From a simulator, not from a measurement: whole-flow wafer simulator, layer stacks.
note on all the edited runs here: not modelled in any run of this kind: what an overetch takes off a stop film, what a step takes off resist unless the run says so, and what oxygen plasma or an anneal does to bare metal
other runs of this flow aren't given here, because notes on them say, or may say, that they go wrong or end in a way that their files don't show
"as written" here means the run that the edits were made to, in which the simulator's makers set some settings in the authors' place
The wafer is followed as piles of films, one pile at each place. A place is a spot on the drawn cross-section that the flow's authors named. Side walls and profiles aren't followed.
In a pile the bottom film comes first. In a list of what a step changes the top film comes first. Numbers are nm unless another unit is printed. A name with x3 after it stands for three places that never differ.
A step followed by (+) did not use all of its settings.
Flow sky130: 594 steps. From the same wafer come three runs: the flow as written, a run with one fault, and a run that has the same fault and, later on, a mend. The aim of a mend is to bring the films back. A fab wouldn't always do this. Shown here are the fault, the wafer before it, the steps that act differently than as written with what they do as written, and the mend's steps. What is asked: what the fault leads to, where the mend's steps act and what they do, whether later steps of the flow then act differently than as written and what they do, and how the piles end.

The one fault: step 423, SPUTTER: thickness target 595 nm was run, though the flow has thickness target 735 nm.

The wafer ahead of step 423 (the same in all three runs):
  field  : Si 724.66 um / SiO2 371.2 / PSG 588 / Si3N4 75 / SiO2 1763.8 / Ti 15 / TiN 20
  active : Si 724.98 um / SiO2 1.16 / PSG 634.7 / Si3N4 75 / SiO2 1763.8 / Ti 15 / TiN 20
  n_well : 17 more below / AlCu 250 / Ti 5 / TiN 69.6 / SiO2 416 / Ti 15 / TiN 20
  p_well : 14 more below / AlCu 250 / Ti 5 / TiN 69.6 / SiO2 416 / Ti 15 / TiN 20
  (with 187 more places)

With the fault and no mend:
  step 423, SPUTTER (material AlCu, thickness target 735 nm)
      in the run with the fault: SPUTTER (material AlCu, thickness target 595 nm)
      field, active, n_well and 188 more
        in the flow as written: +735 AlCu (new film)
        in the run with the fault: +595 AlCu (new film)
  Steps further on in the flow that do not act as written:
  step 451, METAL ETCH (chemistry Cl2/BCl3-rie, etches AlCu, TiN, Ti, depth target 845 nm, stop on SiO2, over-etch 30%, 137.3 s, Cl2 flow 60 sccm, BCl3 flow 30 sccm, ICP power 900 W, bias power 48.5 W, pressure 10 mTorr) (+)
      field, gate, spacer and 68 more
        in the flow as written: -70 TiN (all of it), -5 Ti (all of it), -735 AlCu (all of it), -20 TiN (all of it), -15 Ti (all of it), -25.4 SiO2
        in the run with the fault: -70 TiN (all of it), -5 Ti (all of it), -595 AlCu (all of it), -20 TiN (all of it), -15 Ti (all of it), -39.4 SiO2
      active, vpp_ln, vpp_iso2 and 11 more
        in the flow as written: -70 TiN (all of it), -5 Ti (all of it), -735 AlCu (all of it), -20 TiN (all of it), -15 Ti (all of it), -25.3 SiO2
        in the run with the fault: -70 TiN (all of it), -5 Ti (all of it), -595 AlCu (all of it), -20 TiN (all of it), -15 Ti (all of it), -39.3 SiO2
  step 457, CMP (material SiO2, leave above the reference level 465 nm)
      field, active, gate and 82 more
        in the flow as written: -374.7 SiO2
        in the run with the fault: -500.7 SiO2
  The piles end different from the flow's at field, active, n_well and 190 more by more than 2% or 0.5 nm, whichever is larger.
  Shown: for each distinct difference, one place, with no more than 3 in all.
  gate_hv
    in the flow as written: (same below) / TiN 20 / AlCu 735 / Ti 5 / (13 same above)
    in the run with the fault: (same below) / TiN 20 / AlCu 595 / Ti 5 / (13 same above)
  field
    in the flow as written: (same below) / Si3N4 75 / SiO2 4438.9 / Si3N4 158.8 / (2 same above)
    in the run with the fault: (same below) / Si3N4 75 / SiO2 4298.9 / Si3N4 158.8 / (2 same above)
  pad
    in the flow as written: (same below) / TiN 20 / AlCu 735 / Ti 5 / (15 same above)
    in the run with the fault: (same below) / TiN 20 / AlCu 595 / Ti 5 / (15 same above)

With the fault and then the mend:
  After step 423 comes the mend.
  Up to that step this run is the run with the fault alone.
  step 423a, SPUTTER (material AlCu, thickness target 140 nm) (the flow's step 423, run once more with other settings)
      field, active, n_well and 188 more
        +140 AlCu
  Every later step of the flow that is run acts as written at every place that is followed.
  The piles end the same as the flow's at every place that both follow.
